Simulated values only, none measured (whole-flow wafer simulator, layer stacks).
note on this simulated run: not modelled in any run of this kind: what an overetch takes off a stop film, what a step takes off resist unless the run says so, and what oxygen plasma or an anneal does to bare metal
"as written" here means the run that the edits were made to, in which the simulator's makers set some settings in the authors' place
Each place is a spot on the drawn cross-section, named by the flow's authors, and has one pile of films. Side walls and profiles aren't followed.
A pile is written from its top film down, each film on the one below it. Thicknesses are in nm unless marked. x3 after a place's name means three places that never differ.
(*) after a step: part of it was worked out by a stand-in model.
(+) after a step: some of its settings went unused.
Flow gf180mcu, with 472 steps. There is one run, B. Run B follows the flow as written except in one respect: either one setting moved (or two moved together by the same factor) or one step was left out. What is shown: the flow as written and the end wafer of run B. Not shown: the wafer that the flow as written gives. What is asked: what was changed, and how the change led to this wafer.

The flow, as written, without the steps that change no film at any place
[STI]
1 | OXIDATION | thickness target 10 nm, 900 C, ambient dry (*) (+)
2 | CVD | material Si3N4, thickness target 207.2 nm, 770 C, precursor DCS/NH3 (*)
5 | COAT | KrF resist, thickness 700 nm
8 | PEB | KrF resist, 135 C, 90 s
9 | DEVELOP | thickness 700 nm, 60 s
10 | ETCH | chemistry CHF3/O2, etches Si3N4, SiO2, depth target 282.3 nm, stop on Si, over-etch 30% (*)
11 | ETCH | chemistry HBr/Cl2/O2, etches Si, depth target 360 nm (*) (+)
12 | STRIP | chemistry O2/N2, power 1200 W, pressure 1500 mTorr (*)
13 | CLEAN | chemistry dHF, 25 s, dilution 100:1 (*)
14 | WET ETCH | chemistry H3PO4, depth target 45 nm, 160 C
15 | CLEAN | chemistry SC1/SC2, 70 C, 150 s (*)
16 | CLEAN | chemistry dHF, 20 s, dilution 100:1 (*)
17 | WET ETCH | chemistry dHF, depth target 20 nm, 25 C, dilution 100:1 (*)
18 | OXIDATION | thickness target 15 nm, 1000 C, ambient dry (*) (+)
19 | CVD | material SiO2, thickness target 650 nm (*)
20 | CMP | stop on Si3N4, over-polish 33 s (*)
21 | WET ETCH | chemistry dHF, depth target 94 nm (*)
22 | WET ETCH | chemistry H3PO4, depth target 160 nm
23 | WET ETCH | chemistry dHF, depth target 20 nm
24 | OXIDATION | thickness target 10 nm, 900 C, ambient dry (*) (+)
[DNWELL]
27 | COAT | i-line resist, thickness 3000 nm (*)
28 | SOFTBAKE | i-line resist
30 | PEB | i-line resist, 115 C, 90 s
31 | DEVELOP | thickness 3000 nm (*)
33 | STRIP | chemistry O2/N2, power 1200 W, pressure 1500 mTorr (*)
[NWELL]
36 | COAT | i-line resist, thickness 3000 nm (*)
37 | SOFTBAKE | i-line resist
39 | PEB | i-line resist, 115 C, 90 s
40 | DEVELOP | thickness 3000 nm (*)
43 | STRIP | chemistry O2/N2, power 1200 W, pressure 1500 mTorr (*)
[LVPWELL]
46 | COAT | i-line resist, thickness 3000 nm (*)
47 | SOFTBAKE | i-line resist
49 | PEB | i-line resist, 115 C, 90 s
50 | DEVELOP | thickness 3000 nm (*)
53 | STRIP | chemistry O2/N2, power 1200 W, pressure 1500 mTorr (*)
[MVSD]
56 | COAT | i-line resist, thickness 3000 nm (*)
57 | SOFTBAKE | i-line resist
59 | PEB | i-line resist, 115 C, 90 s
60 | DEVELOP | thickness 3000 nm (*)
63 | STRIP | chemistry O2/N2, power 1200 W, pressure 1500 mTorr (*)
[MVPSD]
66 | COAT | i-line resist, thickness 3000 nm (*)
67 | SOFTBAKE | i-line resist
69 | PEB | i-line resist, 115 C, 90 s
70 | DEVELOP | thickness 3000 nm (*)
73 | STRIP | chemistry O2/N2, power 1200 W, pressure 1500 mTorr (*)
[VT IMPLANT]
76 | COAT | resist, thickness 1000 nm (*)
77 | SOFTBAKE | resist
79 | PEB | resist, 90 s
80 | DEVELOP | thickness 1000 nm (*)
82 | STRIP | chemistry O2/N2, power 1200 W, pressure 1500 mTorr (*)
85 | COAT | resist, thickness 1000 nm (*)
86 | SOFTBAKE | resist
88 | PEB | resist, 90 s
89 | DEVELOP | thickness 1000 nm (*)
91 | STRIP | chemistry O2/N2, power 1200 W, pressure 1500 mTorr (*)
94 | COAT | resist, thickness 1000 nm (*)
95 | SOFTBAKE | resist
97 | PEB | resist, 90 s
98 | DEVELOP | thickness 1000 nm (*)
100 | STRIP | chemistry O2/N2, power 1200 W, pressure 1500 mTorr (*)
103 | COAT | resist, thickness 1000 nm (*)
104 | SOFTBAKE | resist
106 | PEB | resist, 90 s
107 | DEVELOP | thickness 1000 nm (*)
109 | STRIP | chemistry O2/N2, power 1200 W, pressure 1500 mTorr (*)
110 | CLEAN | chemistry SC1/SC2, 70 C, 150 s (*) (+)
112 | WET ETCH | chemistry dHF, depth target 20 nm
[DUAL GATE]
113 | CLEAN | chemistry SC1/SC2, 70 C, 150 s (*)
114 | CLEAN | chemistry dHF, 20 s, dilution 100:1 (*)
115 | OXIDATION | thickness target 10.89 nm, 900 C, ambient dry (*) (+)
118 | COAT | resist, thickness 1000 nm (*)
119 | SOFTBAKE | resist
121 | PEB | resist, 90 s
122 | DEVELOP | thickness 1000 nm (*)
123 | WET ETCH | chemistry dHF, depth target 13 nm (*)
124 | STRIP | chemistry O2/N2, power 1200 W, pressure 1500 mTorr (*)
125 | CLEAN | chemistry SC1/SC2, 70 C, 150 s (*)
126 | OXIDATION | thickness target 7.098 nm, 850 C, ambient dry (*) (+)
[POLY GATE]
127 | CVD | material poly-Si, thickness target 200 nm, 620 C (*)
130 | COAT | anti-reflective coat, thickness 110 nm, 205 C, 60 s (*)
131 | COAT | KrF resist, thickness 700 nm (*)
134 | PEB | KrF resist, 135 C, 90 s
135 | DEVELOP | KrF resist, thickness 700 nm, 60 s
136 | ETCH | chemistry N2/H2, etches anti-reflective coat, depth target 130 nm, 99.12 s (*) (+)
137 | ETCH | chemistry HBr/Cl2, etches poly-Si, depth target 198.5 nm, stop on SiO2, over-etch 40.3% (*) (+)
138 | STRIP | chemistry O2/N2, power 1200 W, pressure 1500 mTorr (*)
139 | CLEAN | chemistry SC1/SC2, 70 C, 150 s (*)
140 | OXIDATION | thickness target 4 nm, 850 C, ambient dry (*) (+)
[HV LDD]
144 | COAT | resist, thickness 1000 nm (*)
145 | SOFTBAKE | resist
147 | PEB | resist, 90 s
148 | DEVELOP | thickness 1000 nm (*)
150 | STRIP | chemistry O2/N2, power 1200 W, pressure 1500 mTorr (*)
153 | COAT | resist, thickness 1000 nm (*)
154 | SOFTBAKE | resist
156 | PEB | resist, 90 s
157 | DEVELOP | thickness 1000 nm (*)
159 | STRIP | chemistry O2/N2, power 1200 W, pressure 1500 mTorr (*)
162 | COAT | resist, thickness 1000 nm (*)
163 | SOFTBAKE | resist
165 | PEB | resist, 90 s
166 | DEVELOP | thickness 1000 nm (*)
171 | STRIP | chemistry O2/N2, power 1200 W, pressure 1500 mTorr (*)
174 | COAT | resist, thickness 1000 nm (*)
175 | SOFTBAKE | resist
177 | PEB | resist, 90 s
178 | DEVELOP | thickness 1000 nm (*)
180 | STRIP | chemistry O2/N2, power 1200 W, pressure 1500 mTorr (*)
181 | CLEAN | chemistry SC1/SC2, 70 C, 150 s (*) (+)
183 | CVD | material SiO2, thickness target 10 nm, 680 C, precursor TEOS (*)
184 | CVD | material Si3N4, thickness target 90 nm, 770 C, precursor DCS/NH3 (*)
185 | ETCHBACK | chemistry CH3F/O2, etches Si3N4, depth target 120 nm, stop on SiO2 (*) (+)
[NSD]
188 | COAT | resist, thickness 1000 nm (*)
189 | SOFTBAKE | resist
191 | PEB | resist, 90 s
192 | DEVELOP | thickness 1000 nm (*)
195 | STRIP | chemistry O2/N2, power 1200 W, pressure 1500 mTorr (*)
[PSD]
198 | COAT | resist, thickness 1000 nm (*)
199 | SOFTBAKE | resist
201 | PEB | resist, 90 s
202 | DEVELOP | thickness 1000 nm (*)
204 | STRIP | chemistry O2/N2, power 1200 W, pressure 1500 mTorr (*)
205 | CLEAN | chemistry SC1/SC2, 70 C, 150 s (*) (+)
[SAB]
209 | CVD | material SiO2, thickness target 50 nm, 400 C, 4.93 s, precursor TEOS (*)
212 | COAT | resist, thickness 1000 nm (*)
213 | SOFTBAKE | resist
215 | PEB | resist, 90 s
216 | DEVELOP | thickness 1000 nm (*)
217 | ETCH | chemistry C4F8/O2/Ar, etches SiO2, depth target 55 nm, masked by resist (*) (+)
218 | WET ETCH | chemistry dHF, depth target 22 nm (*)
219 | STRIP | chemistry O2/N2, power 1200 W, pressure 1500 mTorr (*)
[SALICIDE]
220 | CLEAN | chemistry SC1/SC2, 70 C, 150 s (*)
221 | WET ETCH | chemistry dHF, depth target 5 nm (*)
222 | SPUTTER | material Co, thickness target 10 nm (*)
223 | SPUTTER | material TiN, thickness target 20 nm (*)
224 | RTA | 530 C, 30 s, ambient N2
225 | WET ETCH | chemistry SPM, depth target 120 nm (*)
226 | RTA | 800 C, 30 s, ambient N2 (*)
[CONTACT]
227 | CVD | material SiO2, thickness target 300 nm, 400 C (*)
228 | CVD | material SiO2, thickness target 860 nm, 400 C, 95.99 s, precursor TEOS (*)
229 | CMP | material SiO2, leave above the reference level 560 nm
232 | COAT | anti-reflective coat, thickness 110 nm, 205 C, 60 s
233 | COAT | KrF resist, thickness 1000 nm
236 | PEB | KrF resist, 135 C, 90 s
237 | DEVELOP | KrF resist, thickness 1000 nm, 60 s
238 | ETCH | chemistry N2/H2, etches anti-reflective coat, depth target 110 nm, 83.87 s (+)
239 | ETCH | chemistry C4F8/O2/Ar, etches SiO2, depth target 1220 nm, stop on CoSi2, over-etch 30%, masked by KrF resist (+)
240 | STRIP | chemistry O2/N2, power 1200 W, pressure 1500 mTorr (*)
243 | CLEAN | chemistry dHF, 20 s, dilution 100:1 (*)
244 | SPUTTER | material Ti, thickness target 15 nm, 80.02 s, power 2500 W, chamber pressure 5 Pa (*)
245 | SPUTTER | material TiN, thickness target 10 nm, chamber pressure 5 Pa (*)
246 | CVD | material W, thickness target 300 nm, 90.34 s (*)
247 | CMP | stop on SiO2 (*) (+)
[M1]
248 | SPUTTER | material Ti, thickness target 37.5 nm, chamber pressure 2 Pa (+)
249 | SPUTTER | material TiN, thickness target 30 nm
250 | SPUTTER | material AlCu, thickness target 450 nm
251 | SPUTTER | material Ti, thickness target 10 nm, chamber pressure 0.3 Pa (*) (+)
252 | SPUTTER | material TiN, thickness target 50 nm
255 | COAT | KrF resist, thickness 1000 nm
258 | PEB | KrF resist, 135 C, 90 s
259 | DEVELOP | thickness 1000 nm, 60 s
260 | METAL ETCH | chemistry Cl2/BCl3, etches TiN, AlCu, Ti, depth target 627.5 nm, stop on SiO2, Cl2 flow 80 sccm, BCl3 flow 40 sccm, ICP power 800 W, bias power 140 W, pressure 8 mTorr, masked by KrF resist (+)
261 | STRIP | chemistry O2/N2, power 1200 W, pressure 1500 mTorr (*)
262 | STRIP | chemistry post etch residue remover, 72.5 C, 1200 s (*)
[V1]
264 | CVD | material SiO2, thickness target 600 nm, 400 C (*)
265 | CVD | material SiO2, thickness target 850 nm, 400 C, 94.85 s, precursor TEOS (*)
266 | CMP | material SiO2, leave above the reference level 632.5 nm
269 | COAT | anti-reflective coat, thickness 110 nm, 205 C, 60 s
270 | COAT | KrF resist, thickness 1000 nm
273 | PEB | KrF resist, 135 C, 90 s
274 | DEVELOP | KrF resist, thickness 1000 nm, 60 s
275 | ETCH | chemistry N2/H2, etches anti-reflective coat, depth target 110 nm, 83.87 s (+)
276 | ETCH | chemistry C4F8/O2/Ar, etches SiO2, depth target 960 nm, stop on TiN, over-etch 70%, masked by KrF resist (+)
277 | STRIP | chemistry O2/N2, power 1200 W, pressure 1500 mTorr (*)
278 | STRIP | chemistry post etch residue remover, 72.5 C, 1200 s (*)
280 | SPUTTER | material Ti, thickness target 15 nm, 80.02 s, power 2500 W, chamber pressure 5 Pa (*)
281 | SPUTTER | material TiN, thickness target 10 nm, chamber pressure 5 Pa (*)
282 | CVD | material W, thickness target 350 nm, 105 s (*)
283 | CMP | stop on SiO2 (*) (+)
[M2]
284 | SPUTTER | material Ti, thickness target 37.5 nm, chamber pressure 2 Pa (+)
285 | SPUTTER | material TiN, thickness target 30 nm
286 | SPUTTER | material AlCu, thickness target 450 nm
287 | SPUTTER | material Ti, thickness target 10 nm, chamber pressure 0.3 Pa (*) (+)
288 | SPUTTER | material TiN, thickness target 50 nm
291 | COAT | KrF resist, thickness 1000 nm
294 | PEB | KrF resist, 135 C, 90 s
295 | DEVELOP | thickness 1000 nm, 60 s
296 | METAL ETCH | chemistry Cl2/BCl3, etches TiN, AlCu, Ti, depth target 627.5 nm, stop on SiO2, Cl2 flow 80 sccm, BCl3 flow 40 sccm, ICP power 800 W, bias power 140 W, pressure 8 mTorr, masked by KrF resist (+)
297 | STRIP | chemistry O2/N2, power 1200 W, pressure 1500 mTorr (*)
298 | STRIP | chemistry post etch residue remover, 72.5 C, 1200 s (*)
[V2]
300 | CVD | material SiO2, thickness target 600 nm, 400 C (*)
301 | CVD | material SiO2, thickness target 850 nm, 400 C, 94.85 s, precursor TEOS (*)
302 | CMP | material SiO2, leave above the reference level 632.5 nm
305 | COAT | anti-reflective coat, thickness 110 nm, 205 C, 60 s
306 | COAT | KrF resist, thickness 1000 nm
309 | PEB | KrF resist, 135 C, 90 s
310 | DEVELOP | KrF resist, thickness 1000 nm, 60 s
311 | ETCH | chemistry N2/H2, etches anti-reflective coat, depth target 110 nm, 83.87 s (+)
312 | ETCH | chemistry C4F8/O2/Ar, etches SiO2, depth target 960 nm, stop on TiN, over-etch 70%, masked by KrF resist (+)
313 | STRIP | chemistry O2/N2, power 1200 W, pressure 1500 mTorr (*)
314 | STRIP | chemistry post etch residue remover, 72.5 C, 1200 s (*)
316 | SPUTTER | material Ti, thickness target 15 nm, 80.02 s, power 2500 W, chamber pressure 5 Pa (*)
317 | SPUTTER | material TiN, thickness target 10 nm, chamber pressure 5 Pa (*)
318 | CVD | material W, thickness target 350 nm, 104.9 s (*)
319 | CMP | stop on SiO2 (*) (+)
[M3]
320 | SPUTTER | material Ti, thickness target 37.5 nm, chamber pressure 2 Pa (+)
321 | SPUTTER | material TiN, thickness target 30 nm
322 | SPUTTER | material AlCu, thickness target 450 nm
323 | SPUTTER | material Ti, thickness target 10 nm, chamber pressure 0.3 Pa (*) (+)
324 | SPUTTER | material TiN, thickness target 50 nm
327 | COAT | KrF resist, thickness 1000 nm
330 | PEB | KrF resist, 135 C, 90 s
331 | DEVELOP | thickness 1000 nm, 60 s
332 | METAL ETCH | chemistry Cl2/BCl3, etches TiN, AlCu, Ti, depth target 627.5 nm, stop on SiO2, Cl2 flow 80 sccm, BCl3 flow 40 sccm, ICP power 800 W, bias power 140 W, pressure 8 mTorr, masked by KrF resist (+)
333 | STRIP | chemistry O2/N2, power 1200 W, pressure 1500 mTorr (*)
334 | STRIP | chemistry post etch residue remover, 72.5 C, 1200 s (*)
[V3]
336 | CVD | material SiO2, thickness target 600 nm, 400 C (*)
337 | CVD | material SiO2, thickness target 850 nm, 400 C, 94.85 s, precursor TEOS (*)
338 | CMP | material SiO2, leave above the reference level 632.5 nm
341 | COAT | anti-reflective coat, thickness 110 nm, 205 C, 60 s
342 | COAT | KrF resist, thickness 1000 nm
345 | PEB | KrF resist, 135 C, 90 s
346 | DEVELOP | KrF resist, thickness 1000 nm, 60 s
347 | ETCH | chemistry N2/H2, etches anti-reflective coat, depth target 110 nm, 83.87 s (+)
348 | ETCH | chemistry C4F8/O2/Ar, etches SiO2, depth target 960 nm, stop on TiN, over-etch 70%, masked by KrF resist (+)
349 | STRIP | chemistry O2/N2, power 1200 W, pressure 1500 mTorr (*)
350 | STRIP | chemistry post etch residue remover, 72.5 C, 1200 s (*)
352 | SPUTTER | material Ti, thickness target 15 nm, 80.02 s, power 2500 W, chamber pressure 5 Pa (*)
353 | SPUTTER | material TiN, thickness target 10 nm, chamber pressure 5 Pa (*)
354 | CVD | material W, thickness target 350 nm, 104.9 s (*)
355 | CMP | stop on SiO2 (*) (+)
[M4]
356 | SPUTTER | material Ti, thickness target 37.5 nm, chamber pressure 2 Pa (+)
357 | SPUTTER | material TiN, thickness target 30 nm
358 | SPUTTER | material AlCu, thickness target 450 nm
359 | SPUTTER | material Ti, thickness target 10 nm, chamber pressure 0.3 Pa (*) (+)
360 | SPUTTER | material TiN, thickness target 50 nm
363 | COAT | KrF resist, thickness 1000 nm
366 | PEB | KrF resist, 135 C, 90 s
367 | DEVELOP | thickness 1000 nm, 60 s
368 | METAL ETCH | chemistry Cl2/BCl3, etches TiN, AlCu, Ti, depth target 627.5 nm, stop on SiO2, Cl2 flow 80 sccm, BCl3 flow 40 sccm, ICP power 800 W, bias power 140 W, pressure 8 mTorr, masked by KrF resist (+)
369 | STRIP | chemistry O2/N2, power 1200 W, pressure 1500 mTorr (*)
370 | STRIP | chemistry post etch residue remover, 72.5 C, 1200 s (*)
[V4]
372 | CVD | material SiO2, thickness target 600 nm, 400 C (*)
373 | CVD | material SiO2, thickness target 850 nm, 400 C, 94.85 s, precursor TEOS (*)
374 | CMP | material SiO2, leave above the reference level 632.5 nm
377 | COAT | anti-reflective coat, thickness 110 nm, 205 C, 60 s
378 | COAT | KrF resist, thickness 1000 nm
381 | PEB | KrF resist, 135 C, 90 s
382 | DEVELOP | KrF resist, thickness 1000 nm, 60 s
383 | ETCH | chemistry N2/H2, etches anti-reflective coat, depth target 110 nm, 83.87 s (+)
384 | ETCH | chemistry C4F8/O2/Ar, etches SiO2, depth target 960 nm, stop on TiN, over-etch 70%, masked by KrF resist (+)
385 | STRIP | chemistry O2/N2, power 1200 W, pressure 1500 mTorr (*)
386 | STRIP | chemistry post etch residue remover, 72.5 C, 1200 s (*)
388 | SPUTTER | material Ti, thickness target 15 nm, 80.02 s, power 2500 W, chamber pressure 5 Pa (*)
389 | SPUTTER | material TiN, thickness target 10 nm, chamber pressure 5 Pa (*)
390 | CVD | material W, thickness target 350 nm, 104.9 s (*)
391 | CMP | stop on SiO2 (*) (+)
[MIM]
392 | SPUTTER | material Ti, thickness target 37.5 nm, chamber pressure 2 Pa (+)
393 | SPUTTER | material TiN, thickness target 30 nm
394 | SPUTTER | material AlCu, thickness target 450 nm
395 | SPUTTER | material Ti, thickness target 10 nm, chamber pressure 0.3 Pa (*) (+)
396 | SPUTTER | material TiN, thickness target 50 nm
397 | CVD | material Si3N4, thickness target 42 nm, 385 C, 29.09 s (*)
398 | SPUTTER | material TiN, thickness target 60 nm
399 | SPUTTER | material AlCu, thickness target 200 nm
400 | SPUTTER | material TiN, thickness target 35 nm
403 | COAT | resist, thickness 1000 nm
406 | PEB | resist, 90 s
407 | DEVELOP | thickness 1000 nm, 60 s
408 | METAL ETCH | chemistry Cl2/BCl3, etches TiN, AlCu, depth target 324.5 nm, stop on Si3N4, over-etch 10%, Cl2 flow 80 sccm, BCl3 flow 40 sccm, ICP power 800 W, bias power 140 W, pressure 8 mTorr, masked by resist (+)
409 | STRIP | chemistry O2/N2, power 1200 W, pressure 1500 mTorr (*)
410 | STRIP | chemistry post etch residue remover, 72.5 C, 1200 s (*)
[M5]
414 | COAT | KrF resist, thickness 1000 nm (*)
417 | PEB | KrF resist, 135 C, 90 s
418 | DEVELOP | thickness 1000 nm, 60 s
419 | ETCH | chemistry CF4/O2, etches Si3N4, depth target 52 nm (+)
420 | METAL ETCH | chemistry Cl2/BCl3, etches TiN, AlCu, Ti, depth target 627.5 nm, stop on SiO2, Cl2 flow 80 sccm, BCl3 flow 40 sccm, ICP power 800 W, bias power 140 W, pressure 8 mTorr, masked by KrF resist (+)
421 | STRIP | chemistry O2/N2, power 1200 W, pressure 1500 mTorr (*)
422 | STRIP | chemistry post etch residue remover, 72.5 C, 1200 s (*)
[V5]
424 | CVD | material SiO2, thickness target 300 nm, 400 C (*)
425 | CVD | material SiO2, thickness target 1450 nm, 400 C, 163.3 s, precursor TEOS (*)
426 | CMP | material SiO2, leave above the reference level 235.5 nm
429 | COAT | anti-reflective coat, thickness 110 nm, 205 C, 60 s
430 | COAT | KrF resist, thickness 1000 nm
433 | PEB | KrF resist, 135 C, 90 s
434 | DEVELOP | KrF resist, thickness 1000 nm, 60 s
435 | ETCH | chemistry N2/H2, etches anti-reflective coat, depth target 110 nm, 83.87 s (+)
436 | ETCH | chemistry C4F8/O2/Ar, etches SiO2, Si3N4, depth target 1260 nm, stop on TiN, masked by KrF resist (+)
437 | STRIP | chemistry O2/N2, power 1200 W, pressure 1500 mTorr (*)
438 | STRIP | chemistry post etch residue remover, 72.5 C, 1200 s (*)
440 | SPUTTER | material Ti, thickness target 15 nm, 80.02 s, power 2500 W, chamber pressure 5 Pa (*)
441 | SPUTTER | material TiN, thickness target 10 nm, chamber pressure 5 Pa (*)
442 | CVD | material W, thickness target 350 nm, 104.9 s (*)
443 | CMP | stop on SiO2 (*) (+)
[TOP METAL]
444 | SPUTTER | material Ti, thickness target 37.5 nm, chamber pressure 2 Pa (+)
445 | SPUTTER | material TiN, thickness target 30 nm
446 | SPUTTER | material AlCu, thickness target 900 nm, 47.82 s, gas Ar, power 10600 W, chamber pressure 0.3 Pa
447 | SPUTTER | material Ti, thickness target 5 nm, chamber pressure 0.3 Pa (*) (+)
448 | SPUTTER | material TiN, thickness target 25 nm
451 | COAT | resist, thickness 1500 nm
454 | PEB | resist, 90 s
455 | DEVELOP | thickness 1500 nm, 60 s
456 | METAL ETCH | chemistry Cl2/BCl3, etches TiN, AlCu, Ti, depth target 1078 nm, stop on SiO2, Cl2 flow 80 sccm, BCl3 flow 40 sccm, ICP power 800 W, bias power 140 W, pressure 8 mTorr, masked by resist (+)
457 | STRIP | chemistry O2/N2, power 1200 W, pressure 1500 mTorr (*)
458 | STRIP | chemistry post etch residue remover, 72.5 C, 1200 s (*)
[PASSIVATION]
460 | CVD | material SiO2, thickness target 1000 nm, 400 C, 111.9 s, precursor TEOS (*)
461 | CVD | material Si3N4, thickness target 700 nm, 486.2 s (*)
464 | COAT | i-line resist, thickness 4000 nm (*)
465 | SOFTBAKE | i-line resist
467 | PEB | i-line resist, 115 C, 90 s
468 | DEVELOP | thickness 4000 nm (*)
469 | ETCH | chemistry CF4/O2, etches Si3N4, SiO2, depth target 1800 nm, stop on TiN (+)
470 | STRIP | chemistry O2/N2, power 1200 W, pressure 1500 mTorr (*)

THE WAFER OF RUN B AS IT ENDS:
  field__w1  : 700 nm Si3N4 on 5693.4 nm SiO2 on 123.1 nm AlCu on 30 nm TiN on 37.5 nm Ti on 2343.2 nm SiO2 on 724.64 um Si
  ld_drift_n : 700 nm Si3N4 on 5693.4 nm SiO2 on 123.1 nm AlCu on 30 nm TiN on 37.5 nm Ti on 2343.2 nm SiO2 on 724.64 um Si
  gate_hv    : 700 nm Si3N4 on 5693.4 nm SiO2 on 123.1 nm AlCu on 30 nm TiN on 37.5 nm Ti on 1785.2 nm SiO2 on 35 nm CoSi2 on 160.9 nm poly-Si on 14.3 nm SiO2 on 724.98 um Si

What caused this: step 296, METAL ETCH: depth target 381.2 nm was run, whereas the flow has depth target 627.5 nm.

Step by step, how the change led to this:
  296 | METAL ETCH | chemistry Cl2/BCl3, etches TiN, AlCu, Ti, depth target 627.5 nm, stop on SiO2, Cl2 flow 80 sccm, BCl3 flow 40 sccm, ICP power 800 W, bias power 140 W, pressure 8 mTorr, masked by KrF resist (+)
      field, field__w1, field__w2 and 103 more: -50 TiN (all of it), -10 Ti (all of it), -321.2 AlCu (in the flow as written it would be: -50 TiN (all of it), -10 Ti (all of it), -450 AlCu (all of it), -30 TiN (all of it), -37.5 Ti (all of it))
      field__w8, contact, m1, m1__w1, m1_nw: -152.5 KrF resist (in the flow as written it would be: -251 KrF resist)
  297 | STRIP | chemistry O2/N2, power 1200 W, pressure 1500 mTorr (*)
      field__w8, contact, m1, m1__w1, m1_nw: -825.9 KrF resist (all of it) (in the flow as written it would be: -727.4 KrF resist (all of it))
  298 | STRIP | chemistry post etch residue remover, 72.5 C, 1200 s (*)
      field, field__w1, field__w2 and 103 more: -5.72 AlCu (in the flow as written it would be: nothing)
  300 | CVD | material SiO2, thickness target 600 nm, 400 C (*)
      field, field__w1, field__w2 and 103 more: +600 SiO2 (new film) (in the flow as written it would be: +600 SiO2)
  302 | CMP | material SiO2, leave above the reference level 632.5 nm
      field, field__w1, field__w2 and 103 more: -490.6 SiO2 (in the flow as written it would be: -300 SiO2)
If metal films that touch count as one body, field__w1 has 1 body; the flow as written gives 0 bodies.
If metal films that touch count as one body, ld_drift_n has 1 body; the flow as written gives 0 bodies.
If metal films that touch count as one body, gate_hv has 2 bodies (between them, from the top down: SiO2 1785.2); the flow as written gives 1 body.
